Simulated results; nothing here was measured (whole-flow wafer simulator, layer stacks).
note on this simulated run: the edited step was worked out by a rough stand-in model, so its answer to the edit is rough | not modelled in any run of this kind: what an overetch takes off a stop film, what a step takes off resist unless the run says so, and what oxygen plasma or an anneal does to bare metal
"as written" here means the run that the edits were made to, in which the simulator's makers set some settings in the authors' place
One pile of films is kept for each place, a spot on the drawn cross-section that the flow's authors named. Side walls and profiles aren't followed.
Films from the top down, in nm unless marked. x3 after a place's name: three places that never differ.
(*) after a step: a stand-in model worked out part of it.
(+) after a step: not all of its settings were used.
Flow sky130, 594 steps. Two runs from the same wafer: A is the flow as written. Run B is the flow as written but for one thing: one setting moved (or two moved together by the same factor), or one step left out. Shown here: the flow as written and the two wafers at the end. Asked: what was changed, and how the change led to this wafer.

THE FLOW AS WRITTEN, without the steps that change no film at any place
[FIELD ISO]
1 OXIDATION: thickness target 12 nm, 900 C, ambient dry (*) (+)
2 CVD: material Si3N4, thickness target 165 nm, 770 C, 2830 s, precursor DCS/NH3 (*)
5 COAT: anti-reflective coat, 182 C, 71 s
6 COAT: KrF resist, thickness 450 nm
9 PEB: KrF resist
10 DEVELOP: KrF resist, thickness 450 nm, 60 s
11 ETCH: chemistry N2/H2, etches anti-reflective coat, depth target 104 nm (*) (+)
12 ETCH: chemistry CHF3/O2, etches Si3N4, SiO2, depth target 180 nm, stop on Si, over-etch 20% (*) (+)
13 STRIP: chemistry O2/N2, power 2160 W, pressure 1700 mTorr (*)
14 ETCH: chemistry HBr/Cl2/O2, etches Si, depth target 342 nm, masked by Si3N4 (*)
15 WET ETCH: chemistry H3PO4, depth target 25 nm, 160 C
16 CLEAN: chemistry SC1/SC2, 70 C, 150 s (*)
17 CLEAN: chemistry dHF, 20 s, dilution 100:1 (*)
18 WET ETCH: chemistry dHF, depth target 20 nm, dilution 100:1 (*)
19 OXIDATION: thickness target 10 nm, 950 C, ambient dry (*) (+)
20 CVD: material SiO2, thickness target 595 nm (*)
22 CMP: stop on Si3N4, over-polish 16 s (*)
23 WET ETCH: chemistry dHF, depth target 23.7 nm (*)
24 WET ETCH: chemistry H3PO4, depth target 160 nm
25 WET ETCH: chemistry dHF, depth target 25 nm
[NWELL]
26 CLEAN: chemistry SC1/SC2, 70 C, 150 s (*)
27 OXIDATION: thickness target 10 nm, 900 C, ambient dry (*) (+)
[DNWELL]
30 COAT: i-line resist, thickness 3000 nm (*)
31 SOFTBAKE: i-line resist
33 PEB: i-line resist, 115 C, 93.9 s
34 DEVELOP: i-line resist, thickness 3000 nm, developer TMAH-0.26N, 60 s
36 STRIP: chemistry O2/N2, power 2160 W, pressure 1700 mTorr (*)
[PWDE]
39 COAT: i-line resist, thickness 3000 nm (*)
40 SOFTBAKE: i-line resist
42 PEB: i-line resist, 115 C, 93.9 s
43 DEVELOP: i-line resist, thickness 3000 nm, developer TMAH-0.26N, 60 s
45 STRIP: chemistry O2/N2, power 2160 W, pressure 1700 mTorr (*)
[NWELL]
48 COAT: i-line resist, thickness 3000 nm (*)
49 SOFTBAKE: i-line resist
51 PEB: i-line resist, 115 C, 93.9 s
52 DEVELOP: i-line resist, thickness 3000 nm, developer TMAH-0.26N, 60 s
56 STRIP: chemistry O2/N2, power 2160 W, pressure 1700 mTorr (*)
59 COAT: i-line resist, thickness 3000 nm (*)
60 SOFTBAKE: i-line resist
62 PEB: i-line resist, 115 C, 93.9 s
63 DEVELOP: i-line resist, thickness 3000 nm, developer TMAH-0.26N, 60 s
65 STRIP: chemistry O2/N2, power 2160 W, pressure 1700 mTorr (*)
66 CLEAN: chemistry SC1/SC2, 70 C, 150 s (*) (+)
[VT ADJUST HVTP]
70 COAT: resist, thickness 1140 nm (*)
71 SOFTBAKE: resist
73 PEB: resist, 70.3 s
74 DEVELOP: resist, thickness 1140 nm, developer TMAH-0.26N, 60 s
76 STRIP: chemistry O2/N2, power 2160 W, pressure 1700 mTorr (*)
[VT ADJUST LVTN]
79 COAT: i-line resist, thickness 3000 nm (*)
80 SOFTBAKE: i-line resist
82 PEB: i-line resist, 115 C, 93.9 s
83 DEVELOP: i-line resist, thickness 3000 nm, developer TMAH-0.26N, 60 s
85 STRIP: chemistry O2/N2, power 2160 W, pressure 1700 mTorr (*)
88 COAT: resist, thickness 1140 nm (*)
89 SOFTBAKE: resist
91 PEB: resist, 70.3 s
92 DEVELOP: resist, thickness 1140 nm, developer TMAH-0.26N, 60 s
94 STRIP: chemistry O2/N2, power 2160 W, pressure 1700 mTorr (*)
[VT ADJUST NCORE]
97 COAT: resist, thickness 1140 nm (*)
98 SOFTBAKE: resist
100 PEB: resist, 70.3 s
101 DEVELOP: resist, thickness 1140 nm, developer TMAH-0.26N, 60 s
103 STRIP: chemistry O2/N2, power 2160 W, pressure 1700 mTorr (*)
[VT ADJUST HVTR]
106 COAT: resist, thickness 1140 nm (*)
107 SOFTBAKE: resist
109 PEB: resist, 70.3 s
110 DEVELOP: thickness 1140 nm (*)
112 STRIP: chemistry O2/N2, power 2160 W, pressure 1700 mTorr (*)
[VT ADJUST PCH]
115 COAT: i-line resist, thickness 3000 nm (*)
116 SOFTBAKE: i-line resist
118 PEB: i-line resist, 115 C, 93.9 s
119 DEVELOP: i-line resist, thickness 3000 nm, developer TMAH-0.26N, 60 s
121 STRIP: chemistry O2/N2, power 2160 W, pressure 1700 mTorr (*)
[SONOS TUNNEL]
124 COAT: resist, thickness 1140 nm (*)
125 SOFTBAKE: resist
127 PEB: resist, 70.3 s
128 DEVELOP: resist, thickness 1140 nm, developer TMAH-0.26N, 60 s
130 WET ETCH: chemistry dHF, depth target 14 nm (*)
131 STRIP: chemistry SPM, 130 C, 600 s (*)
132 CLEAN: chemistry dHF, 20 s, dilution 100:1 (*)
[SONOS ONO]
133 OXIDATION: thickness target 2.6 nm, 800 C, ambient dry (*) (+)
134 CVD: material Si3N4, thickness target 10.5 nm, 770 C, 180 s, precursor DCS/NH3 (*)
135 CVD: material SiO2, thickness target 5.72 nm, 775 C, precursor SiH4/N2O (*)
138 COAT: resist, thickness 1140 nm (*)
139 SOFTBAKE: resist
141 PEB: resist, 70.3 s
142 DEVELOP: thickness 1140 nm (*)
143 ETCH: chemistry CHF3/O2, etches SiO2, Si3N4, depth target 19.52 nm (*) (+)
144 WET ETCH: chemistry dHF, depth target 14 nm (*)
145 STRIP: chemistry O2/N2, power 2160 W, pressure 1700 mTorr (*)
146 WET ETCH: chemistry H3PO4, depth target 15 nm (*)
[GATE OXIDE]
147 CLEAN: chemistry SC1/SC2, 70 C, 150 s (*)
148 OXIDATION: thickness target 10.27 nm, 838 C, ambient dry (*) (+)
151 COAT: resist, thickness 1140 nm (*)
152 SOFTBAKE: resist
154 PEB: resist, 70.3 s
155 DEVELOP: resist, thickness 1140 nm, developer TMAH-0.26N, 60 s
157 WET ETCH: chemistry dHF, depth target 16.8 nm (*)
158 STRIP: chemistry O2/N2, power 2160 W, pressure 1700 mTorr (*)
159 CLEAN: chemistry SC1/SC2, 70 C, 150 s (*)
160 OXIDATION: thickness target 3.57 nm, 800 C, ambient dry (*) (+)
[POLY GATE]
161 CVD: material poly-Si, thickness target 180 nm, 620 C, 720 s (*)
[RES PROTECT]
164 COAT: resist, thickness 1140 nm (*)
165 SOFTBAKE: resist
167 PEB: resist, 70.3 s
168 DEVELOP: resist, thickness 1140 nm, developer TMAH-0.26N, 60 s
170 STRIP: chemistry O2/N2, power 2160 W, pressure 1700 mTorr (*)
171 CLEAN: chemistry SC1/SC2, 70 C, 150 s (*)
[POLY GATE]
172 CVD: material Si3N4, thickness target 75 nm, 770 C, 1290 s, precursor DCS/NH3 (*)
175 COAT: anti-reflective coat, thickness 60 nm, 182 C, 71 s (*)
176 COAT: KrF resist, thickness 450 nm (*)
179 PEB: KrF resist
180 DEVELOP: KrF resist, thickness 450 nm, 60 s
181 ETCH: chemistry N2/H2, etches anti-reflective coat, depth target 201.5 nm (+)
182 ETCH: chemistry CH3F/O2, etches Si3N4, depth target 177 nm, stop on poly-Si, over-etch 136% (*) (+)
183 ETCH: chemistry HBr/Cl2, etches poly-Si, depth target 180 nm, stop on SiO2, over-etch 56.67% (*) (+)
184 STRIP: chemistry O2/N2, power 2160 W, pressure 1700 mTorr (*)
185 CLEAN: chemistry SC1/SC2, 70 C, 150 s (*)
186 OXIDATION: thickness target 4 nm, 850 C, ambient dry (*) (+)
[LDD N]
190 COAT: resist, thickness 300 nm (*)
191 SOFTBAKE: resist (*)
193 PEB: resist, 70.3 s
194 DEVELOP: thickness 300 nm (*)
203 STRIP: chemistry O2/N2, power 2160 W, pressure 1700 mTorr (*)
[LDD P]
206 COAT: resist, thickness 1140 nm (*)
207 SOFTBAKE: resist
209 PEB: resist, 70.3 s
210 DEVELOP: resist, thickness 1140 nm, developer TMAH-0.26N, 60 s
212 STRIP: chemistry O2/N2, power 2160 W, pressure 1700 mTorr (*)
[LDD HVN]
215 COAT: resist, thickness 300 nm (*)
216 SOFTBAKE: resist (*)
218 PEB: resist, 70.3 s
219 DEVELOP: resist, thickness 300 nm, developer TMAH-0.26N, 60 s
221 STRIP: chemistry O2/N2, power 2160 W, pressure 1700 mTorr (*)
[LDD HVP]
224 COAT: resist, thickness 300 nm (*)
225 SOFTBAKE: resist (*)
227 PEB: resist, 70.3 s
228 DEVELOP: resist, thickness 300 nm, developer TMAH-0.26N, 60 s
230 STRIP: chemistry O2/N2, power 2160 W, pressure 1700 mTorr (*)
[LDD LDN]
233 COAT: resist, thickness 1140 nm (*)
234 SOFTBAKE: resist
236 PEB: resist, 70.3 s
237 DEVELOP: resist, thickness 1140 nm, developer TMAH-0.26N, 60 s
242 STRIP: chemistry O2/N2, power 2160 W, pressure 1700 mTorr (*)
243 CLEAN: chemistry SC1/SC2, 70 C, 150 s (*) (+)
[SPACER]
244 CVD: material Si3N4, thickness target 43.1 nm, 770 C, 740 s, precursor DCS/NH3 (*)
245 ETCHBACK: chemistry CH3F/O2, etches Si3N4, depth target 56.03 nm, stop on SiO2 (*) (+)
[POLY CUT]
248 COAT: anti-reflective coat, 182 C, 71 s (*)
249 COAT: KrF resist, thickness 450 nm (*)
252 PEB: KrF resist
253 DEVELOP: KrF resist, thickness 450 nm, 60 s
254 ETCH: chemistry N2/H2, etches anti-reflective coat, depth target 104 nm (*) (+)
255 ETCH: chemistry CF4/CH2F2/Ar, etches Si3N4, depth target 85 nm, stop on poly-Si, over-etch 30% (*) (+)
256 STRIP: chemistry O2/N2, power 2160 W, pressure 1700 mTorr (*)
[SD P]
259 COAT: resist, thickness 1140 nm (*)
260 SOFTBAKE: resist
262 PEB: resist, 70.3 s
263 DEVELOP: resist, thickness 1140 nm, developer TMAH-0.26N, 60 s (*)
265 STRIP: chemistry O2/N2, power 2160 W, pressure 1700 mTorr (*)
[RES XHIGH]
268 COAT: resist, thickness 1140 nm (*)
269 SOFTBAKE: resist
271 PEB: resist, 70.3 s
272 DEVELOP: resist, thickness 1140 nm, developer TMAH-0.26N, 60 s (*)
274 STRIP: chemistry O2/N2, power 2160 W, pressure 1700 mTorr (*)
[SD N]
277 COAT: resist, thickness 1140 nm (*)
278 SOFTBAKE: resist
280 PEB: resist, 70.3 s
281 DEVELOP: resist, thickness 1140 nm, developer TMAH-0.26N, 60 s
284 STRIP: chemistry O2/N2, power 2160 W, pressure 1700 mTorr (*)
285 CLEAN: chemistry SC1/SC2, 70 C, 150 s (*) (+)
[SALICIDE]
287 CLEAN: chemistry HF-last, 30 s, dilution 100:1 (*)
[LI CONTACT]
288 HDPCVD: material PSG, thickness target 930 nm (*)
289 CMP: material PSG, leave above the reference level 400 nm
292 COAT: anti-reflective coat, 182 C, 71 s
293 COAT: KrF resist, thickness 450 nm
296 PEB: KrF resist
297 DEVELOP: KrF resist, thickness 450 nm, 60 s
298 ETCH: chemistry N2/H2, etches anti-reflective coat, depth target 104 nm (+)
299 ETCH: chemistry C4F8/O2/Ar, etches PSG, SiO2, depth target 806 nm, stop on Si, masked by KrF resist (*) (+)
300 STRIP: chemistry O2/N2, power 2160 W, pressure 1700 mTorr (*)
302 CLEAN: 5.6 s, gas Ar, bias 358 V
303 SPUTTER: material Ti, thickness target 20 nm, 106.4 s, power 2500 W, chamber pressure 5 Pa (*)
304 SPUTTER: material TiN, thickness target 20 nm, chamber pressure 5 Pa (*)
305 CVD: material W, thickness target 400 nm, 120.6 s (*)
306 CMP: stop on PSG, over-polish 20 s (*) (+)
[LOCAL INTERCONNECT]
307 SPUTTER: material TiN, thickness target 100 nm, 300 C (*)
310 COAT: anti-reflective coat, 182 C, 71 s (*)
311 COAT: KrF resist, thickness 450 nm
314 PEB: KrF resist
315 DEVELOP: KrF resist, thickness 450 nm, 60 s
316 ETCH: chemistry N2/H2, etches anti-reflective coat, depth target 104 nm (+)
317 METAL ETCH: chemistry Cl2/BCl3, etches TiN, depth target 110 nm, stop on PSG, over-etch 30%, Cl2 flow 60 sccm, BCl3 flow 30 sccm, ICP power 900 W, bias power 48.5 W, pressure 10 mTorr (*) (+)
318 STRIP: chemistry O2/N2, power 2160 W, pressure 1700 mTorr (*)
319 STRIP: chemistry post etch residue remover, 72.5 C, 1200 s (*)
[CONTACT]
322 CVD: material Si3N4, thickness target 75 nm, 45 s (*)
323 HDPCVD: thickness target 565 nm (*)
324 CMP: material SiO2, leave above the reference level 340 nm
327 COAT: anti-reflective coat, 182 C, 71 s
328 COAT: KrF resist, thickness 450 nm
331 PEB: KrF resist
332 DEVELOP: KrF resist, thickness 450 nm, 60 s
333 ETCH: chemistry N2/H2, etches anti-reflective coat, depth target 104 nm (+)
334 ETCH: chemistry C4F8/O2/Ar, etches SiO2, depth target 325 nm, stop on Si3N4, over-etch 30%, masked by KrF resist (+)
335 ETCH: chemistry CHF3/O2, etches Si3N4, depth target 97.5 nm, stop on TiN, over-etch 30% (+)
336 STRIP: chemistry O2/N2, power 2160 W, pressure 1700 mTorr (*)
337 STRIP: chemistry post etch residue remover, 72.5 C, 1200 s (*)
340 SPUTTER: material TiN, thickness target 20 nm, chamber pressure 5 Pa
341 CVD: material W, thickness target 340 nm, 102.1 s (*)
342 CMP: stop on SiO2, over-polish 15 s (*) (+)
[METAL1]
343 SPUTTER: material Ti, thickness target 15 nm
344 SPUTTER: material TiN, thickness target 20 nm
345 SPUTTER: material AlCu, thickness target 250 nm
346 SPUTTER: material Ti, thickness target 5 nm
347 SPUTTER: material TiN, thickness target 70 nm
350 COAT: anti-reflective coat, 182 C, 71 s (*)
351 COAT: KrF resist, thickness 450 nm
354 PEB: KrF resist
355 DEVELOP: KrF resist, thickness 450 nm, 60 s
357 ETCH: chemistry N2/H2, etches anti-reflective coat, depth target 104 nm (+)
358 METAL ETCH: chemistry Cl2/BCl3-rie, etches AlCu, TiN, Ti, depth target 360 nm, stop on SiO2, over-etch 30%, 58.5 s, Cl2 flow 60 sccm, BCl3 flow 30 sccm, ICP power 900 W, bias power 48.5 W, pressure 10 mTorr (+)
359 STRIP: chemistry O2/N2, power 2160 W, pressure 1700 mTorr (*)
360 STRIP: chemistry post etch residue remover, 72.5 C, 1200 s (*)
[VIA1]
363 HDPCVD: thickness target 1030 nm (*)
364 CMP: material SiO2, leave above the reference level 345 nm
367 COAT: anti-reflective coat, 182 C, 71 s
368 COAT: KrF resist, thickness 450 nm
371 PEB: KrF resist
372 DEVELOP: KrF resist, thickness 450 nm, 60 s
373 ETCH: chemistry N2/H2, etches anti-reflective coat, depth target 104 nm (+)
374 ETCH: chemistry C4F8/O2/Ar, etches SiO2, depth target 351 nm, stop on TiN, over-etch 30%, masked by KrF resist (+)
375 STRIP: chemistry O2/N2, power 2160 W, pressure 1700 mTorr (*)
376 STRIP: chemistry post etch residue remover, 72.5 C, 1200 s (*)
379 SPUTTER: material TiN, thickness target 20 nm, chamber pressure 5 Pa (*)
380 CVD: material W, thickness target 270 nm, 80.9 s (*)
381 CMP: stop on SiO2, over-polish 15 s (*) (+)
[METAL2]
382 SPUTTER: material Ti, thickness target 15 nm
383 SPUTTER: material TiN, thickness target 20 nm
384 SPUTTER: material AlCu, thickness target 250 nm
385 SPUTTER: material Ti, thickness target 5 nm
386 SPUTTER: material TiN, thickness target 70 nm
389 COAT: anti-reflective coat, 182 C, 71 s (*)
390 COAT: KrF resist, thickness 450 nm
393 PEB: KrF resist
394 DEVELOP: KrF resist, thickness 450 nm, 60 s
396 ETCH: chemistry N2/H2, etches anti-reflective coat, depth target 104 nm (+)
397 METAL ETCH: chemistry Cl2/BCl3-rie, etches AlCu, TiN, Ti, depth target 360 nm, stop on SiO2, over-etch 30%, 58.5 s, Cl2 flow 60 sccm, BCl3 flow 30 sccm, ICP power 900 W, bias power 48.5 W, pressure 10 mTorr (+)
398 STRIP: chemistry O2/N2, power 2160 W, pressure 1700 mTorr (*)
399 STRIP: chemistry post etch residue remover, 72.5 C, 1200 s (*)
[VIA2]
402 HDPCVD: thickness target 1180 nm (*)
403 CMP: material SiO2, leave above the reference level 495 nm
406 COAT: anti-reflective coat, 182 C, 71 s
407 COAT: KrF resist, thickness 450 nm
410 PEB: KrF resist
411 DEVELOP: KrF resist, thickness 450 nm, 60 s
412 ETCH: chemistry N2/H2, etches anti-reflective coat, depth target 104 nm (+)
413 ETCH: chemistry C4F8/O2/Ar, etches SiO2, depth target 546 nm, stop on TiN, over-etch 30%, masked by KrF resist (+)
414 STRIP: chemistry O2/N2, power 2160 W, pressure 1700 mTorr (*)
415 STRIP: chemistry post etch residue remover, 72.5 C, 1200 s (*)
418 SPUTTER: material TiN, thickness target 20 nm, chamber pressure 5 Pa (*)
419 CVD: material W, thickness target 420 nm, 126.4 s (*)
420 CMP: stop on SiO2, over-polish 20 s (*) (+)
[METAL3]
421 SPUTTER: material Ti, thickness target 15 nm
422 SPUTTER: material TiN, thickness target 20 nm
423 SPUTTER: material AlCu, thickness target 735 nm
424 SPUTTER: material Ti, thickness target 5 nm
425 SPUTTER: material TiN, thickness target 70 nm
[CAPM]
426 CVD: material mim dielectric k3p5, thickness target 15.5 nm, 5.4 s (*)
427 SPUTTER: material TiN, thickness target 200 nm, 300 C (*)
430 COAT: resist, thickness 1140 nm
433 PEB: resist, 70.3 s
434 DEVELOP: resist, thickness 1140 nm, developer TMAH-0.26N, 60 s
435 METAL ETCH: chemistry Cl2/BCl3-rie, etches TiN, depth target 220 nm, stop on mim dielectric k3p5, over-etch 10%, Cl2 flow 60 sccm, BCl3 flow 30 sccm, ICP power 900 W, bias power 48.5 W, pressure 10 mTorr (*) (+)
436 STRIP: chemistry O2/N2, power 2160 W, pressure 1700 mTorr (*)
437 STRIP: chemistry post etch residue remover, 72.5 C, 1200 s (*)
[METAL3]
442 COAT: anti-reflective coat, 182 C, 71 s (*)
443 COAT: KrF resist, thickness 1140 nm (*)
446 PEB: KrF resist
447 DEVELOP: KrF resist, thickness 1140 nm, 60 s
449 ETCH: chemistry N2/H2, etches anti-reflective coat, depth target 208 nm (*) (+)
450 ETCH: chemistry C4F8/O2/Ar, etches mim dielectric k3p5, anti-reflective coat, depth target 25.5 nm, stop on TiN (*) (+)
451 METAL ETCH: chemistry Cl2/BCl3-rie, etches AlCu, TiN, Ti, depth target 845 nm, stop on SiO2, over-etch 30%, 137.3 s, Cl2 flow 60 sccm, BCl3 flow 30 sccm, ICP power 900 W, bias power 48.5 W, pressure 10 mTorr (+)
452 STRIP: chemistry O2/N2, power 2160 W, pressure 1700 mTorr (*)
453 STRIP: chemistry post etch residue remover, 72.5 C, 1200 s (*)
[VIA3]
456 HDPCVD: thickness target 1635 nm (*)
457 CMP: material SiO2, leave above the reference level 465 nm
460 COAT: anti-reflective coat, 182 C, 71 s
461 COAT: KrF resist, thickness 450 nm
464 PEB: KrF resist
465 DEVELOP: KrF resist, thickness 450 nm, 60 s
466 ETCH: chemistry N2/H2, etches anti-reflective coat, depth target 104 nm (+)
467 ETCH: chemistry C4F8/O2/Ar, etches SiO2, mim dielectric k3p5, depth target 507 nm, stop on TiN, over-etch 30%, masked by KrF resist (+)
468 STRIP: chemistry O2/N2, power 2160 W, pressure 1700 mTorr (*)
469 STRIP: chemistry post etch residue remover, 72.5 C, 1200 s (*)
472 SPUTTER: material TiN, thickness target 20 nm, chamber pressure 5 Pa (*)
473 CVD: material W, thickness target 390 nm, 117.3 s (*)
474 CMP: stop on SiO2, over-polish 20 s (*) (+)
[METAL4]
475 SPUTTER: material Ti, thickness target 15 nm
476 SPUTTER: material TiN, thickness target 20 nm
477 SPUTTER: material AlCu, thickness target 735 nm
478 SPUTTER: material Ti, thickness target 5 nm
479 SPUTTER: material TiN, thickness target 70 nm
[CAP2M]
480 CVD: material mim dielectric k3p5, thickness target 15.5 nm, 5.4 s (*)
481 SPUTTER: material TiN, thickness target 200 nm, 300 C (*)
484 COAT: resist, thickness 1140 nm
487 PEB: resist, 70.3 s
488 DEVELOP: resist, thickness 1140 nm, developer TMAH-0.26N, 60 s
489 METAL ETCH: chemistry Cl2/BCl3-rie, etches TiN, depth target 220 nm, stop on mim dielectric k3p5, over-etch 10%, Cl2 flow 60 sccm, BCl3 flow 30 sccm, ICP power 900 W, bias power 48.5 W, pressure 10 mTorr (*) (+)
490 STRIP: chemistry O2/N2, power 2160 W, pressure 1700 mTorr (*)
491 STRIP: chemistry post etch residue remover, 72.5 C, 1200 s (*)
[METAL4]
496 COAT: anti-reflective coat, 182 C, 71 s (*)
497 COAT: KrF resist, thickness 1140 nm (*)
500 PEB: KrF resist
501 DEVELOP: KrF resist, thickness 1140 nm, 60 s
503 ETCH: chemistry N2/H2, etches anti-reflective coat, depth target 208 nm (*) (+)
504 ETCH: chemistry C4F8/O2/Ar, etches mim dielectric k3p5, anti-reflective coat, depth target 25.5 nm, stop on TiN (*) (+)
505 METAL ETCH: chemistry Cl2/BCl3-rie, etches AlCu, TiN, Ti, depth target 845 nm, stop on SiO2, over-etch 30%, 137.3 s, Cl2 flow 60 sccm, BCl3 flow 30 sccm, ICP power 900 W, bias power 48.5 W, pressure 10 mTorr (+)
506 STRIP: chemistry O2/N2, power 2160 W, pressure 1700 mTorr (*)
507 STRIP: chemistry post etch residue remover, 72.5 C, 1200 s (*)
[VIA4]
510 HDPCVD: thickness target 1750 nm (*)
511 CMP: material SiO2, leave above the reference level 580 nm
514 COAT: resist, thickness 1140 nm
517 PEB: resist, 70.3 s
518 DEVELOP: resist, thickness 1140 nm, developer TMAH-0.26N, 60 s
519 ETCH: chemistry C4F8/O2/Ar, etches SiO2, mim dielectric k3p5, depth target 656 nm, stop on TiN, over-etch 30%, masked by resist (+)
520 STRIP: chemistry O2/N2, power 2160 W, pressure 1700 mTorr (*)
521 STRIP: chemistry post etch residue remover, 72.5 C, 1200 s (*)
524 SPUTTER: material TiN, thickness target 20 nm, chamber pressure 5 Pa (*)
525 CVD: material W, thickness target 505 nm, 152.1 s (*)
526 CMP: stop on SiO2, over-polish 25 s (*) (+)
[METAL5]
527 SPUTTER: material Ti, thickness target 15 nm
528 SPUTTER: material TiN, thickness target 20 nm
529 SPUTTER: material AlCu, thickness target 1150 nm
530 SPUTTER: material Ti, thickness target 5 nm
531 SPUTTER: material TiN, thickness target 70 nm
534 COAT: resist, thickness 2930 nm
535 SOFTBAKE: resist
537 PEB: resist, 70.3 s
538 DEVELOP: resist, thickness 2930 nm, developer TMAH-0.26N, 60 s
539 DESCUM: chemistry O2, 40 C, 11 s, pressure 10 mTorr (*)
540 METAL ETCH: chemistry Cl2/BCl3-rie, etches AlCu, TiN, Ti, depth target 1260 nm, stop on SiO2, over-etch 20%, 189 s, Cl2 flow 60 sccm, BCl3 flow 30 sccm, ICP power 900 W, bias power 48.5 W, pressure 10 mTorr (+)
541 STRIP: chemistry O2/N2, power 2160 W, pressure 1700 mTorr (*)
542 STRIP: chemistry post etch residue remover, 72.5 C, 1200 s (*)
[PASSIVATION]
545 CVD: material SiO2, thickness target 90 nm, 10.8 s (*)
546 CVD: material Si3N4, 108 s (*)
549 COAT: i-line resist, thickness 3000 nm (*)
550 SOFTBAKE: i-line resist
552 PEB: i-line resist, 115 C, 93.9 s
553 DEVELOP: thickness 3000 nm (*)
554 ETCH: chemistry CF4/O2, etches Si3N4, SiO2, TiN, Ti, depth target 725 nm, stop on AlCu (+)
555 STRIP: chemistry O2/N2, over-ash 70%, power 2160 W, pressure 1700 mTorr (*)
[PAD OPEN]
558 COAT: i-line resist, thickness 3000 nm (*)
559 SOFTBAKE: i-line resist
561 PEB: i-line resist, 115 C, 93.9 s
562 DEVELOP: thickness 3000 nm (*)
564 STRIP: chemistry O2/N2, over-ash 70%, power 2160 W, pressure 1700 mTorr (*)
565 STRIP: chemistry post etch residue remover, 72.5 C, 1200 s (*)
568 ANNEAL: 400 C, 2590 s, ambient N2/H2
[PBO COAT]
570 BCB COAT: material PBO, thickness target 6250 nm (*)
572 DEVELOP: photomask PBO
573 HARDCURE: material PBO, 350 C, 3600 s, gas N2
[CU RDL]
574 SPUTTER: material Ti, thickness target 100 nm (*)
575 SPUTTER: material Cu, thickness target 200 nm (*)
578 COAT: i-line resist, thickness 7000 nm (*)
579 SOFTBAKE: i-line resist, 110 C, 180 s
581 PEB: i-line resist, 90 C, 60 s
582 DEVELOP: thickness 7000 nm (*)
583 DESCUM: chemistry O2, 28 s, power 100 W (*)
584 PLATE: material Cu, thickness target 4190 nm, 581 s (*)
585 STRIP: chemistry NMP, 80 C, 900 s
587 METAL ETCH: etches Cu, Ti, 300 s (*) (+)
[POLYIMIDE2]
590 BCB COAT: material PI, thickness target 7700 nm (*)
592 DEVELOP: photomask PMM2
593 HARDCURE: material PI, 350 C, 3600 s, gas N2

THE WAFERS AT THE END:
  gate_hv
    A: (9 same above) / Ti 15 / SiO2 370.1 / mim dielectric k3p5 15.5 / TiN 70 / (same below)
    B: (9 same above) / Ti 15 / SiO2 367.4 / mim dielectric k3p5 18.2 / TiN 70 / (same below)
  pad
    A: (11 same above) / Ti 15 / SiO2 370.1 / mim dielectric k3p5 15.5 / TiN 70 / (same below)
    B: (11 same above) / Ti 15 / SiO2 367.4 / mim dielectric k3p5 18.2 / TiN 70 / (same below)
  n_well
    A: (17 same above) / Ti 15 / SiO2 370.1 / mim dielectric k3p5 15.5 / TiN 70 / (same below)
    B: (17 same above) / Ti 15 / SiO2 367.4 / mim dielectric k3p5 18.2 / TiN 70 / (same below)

The cause: step 426, CVD: thickness target 18.2 nm was run, where the flow has thickness target 15.5 nm; step 426, CVD: 6.35 s was run, where the flow has 5.4 s.
It can be read off the wafer: gate_hv has mim dielectric k3p5 18.2, and step 426 as written asks for 15.5 nm.

How the change led to this, step by step:
  426 CVD: material mim dielectric k3p5, thickness target 15.5 nm, 5.4 s (*)
      field, active, n_well and 188 more: A mim dielectric k3p5 +15.5 (new film) | B mim dielectric k3p5 +18.2 (new film)
  450 ETCH: chemistry C4F8/O2/Ar, etches mim dielectric k3p5, anti-reflective coat, depth target 25.5 nm, stop on TiN (*) (+)
      n_well, p_well, gate_hv and 104 more: A KrF resist -15.5 | B KrF resist -17
      field, active, gate and 82 more: A mim dielectric k3p5 -15.5 (all of it) | B mim dielectric k3p5 -18.2 (all of it)
  467 ETCH: chemistry C4F8/O2/Ar, etches SiO2, mim dielectric k3p5, depth target 507 nm, stop on TiN, over-etch 30%, masked by KrF resist (+)
      m1: A SiO2 -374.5 (all of it), mim dielectric k3p5 -15.5 (all of it) | B SiO2 -371.8 (all of it), mim dielectric k3p5 -18.2 (all of it)
      via3_hole: A SiO2 -373.9 (all of it), mim dielectric k3p5 -15.5 (all of it) | B SiO2 -371.2 (all of it), mim dielectric k3p5 -18.2 (all of it)
